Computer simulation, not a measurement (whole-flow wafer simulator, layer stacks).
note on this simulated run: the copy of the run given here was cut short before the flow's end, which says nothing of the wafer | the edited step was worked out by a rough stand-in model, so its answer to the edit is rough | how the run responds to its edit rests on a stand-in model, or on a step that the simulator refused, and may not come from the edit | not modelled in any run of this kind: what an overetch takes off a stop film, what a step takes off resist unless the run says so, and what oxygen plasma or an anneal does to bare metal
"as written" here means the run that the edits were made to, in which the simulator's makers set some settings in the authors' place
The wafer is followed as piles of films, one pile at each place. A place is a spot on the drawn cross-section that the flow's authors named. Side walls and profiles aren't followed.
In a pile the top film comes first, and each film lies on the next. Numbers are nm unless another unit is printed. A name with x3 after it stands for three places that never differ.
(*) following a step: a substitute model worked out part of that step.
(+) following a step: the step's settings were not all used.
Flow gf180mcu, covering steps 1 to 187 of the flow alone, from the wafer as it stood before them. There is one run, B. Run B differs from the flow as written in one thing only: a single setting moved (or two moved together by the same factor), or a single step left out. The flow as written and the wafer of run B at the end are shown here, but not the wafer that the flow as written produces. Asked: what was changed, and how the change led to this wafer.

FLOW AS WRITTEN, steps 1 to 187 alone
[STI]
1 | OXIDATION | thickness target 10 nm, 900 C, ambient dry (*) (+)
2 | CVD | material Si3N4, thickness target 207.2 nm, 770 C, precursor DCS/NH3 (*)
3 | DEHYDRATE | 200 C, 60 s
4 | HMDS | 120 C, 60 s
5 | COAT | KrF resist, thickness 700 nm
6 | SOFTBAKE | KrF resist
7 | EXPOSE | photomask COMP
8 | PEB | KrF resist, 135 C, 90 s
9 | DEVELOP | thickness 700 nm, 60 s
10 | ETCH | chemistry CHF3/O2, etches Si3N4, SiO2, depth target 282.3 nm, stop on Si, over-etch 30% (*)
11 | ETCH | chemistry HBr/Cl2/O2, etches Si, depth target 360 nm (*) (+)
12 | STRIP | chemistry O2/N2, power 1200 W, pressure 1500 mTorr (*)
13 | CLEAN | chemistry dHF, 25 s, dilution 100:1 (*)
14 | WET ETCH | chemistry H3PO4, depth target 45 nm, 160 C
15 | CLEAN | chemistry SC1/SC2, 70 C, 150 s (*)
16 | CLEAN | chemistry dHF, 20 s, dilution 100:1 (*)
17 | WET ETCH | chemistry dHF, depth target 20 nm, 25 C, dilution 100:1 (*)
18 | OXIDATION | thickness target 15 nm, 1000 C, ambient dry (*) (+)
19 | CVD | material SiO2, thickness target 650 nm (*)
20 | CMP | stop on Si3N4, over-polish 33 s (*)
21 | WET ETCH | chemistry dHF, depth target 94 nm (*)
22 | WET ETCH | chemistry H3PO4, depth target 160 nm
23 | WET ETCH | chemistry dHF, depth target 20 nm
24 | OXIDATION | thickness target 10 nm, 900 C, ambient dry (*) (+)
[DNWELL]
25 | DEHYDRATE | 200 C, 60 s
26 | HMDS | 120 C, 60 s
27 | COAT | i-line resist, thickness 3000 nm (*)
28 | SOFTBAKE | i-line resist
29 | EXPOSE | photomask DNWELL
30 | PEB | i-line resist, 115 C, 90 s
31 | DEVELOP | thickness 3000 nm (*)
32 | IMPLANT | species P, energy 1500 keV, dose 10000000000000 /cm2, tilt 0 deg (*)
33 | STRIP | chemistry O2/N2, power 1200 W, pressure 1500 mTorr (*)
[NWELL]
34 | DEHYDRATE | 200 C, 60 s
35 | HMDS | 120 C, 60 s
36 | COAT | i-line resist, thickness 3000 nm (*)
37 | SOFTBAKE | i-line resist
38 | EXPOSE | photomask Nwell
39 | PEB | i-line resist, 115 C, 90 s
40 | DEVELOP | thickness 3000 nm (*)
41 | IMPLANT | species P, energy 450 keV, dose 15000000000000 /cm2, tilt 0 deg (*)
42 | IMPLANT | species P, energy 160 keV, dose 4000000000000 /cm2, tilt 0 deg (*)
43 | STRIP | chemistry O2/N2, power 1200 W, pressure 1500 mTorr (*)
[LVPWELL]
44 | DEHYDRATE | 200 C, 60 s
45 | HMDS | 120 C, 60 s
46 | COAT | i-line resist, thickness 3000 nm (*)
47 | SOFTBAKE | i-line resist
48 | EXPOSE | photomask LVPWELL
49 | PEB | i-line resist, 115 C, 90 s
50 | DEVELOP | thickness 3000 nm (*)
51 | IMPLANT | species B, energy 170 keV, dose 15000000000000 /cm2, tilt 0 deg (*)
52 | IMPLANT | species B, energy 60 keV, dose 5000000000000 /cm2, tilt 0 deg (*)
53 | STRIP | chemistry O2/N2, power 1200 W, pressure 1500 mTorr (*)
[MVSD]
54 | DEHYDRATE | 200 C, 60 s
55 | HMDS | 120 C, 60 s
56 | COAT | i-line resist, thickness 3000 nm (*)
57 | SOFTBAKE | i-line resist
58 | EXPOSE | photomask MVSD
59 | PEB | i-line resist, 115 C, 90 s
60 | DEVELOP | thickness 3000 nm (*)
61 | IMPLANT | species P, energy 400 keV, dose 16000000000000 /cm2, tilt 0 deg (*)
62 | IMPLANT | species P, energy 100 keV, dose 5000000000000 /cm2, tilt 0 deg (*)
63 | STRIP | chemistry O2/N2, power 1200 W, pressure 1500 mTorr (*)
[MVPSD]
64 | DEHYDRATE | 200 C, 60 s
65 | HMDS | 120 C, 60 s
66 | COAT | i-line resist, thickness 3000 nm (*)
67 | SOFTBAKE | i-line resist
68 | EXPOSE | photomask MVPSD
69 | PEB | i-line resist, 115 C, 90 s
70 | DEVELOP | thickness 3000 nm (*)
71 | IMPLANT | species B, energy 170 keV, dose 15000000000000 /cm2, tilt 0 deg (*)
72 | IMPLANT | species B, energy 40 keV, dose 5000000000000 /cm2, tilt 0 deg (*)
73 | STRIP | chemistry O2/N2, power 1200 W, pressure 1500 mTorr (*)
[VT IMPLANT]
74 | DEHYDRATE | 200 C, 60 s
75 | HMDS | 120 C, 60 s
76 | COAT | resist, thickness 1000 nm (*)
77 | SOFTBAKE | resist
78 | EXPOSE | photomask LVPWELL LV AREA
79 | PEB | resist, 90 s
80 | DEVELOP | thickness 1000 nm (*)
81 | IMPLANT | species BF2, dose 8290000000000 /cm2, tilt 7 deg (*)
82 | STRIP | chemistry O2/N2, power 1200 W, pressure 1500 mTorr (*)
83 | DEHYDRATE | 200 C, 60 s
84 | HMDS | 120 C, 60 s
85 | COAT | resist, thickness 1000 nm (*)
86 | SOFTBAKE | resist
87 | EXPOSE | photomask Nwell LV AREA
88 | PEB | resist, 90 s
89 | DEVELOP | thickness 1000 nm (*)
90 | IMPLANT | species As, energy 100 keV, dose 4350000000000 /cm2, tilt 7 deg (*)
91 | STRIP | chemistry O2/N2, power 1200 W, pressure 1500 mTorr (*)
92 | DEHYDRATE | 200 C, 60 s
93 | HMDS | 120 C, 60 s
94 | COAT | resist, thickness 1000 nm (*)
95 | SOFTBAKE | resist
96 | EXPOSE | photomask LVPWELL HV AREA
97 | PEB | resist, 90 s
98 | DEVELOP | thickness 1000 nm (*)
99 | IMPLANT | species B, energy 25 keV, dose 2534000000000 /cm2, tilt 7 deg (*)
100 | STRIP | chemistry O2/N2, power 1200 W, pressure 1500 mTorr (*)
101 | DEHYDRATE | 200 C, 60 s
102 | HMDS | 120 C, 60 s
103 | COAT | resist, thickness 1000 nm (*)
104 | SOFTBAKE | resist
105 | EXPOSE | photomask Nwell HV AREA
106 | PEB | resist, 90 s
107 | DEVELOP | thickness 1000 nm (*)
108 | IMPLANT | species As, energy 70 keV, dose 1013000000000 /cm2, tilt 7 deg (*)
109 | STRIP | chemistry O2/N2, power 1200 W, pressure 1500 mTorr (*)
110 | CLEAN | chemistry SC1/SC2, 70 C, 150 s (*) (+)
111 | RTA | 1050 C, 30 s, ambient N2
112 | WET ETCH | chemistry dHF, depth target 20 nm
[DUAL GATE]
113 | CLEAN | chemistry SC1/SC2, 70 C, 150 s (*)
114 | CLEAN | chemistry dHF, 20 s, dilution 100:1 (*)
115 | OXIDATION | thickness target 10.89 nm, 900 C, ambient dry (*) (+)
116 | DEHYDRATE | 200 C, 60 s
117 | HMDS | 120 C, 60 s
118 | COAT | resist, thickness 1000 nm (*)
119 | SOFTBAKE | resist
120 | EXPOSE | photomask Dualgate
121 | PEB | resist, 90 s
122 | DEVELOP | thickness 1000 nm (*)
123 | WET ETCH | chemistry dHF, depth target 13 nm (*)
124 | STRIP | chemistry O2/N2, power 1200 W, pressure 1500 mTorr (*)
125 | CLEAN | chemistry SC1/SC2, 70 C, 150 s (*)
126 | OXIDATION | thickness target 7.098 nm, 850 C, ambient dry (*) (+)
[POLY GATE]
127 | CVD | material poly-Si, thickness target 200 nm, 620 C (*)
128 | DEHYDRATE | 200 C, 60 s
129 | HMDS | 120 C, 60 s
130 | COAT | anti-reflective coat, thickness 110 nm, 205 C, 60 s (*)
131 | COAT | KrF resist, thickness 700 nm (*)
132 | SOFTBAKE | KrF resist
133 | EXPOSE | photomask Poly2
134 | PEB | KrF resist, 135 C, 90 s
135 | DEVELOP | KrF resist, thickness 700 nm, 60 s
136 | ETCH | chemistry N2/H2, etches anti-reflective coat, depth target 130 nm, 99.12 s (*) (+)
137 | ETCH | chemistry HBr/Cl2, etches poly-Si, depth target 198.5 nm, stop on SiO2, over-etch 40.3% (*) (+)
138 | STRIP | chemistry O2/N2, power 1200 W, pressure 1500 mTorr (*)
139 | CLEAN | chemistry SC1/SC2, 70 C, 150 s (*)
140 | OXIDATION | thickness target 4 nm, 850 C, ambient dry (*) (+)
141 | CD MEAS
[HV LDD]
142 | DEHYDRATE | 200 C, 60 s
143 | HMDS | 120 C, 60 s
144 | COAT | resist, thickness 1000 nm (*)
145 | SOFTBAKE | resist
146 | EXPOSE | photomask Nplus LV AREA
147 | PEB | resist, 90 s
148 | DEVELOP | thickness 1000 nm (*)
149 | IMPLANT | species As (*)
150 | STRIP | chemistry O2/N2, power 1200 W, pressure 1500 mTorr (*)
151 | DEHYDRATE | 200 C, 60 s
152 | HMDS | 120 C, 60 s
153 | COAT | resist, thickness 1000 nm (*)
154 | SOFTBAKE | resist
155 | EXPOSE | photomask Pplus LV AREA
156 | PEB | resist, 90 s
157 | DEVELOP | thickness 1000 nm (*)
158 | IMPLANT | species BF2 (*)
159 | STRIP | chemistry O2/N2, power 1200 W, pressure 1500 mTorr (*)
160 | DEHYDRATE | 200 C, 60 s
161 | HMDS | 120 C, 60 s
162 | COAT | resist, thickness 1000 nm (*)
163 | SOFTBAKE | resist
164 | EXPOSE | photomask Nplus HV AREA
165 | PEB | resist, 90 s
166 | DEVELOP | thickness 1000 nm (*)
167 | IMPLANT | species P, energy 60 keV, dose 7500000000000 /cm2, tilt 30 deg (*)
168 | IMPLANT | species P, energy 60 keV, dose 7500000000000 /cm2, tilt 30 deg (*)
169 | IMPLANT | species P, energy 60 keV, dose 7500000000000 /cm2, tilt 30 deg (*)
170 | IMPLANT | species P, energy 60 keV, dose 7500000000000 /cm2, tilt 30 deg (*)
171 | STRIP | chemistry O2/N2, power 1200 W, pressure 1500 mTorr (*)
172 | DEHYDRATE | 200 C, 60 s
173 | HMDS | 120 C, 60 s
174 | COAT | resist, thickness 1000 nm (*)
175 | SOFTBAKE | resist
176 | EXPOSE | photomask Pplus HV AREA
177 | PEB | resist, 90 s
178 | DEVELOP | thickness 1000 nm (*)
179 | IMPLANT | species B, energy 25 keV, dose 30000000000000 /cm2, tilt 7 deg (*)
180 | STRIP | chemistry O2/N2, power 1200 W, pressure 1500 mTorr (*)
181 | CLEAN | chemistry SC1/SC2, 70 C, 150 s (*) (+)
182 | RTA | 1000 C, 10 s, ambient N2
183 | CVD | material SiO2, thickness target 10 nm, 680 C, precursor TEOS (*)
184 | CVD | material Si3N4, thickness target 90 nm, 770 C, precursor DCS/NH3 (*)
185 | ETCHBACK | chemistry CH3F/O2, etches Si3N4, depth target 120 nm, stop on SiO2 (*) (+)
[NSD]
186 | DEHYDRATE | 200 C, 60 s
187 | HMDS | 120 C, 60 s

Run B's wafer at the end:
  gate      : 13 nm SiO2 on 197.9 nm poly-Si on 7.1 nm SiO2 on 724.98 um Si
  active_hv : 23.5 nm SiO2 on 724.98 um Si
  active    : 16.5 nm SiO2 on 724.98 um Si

What caused this: step 184, CVD: thickness target 112 nm was run, whereas the flow has thickness target 90 nm.

How this came from the change, step by step:
  184 | CVD | material Si3N4, thickness target 90 nm, 770 C, precursor DCS/NH3 (*)
      field, field__w1, field__w2 and 101 more: Si3N4 gains 112 (new film) (it would be, as written: Si3N4 gains 90 (new film))
  185 | ETCHBACK | chemistry CH3F/O2, etches Si3N4, depth target 120 nm, stop on SiO2 (*) (+)
      field, field__w1, field__w2 and 100 more: Si3N4 loses 112 (all of it), SiO2 loses 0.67 (it would be, as written: Si3N4 loses 90 (all of it), SiO2 loses 2.5)
